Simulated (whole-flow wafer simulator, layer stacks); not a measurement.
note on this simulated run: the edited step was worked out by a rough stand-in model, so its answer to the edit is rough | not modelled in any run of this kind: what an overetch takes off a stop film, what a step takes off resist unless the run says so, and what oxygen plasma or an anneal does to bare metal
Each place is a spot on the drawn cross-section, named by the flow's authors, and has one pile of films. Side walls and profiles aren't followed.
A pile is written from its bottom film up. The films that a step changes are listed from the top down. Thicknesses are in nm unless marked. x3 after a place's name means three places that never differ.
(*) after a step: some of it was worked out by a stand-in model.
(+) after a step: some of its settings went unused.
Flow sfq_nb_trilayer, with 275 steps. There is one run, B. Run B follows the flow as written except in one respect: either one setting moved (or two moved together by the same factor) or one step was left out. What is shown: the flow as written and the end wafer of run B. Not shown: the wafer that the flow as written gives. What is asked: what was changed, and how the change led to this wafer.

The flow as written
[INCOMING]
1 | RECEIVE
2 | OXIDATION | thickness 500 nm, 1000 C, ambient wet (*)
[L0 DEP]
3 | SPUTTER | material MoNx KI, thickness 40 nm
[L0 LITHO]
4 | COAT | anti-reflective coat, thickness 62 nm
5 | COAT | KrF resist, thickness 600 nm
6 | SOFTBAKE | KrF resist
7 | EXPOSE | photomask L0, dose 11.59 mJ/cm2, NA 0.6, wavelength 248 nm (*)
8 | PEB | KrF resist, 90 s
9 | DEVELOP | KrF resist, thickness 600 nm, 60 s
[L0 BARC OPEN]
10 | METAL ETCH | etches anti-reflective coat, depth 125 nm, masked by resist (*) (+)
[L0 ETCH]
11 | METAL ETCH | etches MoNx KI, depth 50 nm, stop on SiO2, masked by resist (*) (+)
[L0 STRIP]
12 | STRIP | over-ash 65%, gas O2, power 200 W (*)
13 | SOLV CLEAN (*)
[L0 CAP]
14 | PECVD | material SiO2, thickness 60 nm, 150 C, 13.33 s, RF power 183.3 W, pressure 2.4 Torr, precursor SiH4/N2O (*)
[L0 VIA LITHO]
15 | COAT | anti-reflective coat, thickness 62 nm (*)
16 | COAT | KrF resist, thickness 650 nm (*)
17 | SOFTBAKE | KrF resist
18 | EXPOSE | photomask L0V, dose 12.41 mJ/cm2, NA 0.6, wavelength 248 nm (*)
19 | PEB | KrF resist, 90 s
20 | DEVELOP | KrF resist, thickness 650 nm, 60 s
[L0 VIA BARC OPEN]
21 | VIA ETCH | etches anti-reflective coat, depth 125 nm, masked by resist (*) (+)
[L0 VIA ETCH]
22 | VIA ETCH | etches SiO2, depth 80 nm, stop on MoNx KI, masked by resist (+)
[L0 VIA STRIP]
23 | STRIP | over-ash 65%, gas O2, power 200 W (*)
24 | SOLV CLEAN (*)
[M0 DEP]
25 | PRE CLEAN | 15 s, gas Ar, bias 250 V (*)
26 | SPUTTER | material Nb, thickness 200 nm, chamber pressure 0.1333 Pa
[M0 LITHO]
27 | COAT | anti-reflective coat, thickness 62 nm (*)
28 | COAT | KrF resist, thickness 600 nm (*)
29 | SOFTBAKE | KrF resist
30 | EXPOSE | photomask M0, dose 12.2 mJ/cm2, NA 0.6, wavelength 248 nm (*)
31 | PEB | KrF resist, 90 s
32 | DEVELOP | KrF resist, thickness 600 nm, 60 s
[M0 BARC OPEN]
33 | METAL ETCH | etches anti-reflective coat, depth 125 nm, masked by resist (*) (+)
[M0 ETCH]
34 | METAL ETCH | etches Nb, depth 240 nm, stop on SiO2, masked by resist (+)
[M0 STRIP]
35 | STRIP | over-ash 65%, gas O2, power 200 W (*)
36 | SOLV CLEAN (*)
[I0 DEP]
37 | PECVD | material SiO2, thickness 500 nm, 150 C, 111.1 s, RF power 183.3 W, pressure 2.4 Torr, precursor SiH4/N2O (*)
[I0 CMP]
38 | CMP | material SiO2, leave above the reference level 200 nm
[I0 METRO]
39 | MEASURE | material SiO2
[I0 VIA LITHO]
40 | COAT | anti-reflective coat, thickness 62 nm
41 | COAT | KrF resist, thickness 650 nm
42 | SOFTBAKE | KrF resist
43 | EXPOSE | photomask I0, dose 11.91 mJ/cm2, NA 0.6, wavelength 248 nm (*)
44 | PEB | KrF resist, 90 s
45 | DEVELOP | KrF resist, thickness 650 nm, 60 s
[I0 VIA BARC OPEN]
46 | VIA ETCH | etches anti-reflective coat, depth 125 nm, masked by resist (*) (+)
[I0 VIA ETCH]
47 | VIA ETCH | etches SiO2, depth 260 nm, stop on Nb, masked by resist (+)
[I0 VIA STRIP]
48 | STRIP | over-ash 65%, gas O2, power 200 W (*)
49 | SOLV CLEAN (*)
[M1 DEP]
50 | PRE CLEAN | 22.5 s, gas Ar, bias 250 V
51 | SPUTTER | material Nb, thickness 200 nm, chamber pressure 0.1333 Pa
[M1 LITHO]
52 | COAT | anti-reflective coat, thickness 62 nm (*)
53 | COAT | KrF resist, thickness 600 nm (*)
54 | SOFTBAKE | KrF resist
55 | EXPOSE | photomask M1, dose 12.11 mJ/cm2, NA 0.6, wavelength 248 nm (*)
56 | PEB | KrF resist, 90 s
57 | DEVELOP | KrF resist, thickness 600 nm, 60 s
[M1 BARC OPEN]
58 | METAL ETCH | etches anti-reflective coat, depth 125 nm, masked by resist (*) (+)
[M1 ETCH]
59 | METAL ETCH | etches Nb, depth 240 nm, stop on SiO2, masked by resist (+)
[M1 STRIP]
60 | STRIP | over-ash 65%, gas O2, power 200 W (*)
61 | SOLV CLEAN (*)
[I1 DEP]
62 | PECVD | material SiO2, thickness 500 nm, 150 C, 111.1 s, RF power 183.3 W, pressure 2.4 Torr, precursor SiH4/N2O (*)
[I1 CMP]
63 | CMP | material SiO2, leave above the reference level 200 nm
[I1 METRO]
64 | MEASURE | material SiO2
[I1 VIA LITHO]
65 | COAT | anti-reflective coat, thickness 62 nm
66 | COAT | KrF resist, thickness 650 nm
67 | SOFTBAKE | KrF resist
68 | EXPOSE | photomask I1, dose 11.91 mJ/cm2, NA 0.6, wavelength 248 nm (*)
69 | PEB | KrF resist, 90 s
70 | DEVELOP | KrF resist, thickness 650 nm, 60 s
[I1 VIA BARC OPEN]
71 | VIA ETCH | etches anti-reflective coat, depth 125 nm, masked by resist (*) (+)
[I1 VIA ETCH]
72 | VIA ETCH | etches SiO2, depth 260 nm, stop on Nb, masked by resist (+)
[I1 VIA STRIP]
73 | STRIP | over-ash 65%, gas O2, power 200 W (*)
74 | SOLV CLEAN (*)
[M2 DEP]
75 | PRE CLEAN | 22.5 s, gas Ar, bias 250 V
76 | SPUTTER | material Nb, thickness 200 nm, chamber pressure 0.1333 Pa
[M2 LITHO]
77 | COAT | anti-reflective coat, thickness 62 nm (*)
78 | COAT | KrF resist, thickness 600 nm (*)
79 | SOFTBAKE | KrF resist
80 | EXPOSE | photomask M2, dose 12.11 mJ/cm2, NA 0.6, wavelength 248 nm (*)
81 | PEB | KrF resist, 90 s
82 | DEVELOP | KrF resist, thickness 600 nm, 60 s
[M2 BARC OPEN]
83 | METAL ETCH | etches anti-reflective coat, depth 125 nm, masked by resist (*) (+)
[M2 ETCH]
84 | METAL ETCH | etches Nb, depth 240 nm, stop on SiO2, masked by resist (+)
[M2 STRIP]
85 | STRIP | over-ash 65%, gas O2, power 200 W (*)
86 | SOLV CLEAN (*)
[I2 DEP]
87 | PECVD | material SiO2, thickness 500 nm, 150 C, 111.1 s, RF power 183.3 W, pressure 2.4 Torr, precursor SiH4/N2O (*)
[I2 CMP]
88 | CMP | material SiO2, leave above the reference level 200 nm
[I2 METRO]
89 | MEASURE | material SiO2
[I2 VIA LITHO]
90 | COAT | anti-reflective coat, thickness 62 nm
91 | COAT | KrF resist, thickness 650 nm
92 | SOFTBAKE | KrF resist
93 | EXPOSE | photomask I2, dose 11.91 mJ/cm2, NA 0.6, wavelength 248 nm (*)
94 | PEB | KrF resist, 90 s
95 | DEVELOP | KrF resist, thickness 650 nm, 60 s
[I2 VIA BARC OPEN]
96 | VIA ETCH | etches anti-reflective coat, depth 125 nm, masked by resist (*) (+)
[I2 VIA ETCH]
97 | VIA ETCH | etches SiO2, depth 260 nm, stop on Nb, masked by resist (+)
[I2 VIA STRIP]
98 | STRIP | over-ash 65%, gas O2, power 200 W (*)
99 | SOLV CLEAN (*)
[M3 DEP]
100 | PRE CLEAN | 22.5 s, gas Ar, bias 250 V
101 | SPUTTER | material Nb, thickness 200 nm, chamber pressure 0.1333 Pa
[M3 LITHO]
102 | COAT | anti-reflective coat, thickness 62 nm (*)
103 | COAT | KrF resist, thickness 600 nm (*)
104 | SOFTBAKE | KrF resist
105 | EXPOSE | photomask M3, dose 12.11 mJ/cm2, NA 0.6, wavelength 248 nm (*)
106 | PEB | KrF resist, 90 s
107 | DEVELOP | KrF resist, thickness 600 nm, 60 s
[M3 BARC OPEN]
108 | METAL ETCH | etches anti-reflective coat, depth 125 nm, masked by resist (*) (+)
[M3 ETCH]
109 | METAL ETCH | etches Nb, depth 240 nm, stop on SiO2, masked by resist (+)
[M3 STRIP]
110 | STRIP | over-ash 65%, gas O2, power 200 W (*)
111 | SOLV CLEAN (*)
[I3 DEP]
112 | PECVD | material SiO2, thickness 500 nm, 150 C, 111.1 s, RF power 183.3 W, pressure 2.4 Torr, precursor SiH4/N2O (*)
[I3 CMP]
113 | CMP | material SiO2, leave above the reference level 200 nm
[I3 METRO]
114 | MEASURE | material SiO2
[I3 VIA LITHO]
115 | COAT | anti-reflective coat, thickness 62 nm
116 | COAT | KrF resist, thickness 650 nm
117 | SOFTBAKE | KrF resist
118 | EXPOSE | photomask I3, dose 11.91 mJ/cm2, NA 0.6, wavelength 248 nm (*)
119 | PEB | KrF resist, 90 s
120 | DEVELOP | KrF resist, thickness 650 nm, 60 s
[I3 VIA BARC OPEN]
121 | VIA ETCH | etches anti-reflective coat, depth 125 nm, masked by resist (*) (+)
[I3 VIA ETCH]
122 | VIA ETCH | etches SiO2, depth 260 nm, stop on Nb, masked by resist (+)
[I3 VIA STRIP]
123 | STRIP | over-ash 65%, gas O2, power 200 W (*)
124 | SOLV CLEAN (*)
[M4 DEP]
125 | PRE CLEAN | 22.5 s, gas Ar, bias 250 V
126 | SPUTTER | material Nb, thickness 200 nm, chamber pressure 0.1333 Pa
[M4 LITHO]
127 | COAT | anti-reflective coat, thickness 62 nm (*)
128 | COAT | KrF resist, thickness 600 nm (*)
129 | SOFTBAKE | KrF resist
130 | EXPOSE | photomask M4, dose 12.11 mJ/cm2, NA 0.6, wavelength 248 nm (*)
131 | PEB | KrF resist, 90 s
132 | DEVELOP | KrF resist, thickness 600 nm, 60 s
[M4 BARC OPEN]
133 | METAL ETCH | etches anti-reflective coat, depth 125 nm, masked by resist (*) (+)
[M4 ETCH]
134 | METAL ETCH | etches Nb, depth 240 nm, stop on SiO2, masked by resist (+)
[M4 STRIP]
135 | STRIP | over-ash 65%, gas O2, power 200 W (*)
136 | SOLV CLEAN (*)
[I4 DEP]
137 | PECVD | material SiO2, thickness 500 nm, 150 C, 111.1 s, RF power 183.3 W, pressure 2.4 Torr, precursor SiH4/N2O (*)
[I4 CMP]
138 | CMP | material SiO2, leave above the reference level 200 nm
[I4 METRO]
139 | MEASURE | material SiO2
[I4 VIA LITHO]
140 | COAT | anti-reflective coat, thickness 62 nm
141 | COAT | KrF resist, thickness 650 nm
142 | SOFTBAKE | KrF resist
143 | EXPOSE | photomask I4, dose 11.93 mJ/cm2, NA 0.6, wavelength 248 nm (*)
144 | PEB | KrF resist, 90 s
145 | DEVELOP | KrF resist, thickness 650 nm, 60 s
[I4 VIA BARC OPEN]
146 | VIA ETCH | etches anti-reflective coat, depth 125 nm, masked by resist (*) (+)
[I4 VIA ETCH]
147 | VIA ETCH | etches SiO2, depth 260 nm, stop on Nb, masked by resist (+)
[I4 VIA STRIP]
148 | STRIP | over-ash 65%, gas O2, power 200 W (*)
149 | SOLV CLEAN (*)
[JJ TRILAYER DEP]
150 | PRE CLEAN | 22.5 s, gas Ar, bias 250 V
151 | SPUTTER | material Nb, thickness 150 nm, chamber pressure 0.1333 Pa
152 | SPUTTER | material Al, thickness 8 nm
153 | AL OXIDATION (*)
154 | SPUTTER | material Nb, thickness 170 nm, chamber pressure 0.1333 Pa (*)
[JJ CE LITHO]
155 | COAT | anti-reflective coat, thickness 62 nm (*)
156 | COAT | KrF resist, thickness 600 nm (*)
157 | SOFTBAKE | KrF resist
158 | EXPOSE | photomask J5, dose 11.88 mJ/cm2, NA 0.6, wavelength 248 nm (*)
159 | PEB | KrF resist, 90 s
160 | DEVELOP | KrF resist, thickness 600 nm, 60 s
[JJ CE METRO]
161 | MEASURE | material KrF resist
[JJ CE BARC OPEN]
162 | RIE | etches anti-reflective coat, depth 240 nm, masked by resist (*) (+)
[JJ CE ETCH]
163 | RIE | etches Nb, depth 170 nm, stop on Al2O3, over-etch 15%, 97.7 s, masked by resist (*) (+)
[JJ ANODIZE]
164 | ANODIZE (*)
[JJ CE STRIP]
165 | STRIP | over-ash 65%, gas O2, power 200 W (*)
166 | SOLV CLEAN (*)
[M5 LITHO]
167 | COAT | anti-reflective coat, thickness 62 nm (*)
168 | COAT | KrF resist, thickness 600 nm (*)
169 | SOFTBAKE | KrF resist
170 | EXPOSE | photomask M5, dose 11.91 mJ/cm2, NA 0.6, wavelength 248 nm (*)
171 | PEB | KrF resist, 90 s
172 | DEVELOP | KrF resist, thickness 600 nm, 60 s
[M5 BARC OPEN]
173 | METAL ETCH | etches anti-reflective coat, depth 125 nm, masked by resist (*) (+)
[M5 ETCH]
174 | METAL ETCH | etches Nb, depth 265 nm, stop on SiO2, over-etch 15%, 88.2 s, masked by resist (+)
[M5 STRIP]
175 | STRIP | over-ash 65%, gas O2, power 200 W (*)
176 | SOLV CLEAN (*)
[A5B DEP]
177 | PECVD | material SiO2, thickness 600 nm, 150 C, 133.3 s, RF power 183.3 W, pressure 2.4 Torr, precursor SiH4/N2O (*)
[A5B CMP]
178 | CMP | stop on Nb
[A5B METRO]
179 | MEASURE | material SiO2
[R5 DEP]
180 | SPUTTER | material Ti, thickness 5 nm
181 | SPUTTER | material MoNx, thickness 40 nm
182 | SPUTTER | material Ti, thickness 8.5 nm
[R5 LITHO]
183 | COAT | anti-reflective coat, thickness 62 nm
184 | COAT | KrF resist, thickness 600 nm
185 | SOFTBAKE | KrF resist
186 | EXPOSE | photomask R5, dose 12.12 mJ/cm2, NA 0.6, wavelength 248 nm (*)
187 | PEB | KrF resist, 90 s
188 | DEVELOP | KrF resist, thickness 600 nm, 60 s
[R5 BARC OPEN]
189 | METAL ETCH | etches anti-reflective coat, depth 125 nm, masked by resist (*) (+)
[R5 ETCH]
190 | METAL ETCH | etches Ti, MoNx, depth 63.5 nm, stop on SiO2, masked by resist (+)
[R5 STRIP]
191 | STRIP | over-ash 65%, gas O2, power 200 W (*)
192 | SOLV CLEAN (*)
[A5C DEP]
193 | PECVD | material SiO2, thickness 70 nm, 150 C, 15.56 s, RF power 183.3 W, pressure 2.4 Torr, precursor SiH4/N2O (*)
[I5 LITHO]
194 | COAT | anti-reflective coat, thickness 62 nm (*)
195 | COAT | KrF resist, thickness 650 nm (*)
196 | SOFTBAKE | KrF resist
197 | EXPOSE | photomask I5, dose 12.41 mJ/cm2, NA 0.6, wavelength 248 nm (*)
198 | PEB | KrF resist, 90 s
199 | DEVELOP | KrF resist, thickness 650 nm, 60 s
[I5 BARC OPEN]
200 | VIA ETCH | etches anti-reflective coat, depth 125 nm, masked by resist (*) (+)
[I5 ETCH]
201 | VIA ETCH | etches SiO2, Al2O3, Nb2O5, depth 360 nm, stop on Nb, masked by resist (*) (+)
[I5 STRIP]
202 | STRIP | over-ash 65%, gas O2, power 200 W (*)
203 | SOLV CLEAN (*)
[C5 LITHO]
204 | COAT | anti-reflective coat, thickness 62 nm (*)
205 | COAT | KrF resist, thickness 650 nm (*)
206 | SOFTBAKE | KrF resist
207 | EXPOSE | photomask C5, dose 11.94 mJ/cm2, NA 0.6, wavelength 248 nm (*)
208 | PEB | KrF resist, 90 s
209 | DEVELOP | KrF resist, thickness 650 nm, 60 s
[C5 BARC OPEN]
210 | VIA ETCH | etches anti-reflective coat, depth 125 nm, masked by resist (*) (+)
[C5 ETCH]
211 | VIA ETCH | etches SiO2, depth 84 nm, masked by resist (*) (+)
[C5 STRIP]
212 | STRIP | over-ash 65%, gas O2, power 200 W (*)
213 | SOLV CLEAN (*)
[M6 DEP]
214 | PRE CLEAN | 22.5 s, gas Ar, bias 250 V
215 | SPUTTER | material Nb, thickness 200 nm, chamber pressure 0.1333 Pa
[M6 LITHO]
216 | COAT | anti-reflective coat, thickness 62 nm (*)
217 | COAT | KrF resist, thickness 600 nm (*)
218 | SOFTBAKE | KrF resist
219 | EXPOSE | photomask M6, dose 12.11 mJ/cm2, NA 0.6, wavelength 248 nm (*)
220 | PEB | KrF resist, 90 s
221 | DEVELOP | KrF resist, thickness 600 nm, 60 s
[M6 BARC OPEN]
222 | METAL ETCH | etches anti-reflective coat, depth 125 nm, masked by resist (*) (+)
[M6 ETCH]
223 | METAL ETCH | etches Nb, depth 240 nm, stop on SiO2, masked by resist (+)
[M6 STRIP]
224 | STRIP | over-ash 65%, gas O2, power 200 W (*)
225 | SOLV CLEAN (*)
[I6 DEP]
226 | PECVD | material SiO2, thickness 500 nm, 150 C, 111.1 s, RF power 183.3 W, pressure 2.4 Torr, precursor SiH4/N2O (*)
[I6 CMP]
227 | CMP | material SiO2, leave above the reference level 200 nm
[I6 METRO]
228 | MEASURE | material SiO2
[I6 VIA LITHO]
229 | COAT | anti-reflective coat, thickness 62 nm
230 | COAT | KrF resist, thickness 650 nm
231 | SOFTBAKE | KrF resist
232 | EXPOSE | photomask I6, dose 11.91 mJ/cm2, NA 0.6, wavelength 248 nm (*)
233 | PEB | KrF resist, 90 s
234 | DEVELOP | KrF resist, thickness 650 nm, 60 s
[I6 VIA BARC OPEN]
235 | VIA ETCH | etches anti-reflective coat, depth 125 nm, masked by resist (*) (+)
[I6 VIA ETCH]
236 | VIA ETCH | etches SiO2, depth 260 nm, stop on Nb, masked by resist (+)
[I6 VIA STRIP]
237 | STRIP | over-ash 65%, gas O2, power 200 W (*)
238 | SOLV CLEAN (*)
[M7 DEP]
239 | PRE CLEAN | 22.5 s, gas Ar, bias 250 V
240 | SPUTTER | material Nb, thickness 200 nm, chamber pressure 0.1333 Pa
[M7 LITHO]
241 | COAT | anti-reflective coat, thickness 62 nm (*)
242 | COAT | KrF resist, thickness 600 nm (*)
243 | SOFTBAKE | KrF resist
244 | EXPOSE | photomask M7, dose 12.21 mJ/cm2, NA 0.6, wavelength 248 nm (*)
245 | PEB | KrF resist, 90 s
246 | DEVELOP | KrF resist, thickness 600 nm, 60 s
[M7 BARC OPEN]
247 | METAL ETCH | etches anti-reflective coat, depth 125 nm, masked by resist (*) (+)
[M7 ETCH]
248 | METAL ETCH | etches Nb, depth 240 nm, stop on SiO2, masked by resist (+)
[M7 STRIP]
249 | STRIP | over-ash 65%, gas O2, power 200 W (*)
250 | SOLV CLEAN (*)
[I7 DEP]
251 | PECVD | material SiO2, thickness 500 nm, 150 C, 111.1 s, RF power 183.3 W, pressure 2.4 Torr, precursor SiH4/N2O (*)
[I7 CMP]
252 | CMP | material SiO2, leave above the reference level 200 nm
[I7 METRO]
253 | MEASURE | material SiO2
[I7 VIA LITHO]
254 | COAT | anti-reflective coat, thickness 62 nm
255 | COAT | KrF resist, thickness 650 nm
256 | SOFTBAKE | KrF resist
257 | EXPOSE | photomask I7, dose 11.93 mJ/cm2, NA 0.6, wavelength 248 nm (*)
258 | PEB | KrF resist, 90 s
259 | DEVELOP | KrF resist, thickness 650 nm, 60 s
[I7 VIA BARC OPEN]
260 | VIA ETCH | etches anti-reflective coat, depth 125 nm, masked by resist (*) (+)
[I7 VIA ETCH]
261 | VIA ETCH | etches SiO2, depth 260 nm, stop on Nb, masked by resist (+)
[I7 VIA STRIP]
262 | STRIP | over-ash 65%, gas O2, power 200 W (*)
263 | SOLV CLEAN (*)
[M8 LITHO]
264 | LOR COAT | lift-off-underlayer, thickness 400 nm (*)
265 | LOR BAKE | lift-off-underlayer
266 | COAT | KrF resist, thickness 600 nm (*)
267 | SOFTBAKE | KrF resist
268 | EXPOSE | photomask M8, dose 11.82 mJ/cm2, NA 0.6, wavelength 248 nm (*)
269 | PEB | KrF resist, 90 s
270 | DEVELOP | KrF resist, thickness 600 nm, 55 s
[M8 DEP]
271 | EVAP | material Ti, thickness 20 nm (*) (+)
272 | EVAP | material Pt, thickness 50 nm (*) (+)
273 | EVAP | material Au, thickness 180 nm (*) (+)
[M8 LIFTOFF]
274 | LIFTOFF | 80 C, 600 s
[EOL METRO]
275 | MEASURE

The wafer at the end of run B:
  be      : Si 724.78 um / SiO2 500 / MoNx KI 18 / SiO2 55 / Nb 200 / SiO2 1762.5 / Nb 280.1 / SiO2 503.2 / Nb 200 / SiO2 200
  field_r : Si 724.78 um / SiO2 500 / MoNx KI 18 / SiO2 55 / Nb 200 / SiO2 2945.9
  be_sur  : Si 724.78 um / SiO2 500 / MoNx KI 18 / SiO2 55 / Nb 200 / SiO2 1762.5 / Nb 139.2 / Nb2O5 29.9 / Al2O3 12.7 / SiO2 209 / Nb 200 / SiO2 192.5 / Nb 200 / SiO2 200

Cause: step 11, METAL ETCH: depth 22 nm was run, though the flow has depth 50 nm.

Step by step, how the change led to this:
  11 | METAL ETCH | etches MoNx KI, depth 50 nm, stop on SiO2, masked by resist (*) (+)
      v_sur, via_wl, via_w and 97 more: MoNx KI loses 22 (it would be, as written: MoNx KI loses 40 (all of it))
      field_l, l0_sur, l0v, l0r_line_l, l0r_line_c, l0r_line_r: KrF resist loses 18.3 (it would be, as written: KrF resist loses 41.7)
  12 | STRIP | over-ash 65%, gas O2, power 200 W (*)
      field_l, l0_sur, l0v, l0r_line_l, l0r_line_c, l0r_line_r: KrF resist loses 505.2 (all of it), anti-reflective coat loses 62 (all of it) (it would be, as written: KrF resist loses 481.9 (all of it), anti-reflective coat loses 62 (all of it))
  14 | PECVD | material SiO2, thickness 60 nm, 150 C, 13.33 s, RF power 183.3 W, pressure 2.4 Torr, precursor SiH4/N2O (*)
      v_sur, via_wl, via_w and 97 more: SiO2 gains 60 (new film) (it would be, as written: SiO2 gains 60)
  15 | COAT | anti-reflective coat, thickness 62 nm (*)
      field_l: anti-reflective coat gains 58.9 (new film) (it would be, as written: anti-reflective coat gains 56.7 (new film))
      v_sur: anti-reflective coat gains 67.6 (new film) (it would be, as written: anti-reflective coat gains 72.2 (new film))
      (and at 3 other places as well)
  23 | STRIP | over-ash 65%, gas O2, power 200 W (*)
      field_l: KrF resist loses 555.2 (all of it), anti-reflective coat loses 58.9 (all of it) (it would be, as written: KrF resist loses 551.4 (all of it), anti-reflective coat loses 56.7 (all of it))
      v_sur: KrF resist loses 565.5 (all of it), anti-reflective coat loses 67.6 (all of it) (it would be, as written: KrF resist loses 570.5 (all of it), anti-reflective coat loses 72.2 (all of it))
      (and at 3 other places as well)
  27 | COAT | anti-reflective coat, thickness 62 nm (*)
      field_l: anti-reflective coat gains 59 (new film) (it would be, as written: anti-reflective coat gains 56.9 (new film))
      v_sur: anti-reflective coat gains 67.6 (new film) (it would be, as written: anti-reflective coat gains 72.3 (new film))
      (and at 4 other places as well)
  35 | STRIP | over-ash 65%, gas O2, power 200 W (*)
      field_l: KrF resist loses 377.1 (all of it), anti-reflective coat loses 59 (all of it) (it would be, as written: KrF resist loses 372.9 (all of it), anti-reflective coat loses 56.9 (all of it))
      v_sur: KrF resist loses 387.3 (all of it), anti-reflective coat loses 67.6 (all of it) (it would be, as written: KrF resist loses 391.6 (all of it), anti-reflective coat loses 72.3 (all of it))
      (and at 4 other places as well)
  38 | CMP | material SiO2, leave above the reference level 200 nm
      field_l, l0_sur, l0r_line_l, l0r_line_c, l0r_line_r: SiO2 loses 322 (it would be, as written: SiO2 loses 340)
      l0v: SiO2 loses 259.8 (it would be, as written: SiO2 loses 277.8)
With metal films that touch counted as one body, be has 4 bodies (between them, from the top down: SiO2 503.2; SiO2 1762.5; SiO2 55); the flow as written gives 3 bodies (between them, from the top down: SiO2 503.2; SiO2 1762.5).
With metal films that touch counted as one body, field_r has 2 bodies (between them, from the top down: SiO2 55); the flow as written gives 1 body.
With metal films that touch counted as one body, be_sur has 5 bodies (between them, from the top down: SiO2 192.5; SiO2 209 / Al2O3 12.7 / Nb2O5 29.9; SiO2 1762.5; SiO2 55); the flow as written gives 4 bodies (between them, from the top down: SiO2 192.5; SiO2 209 / Al2O3 12.7 / Nb2O5 29.9; SiO2 1762.5).
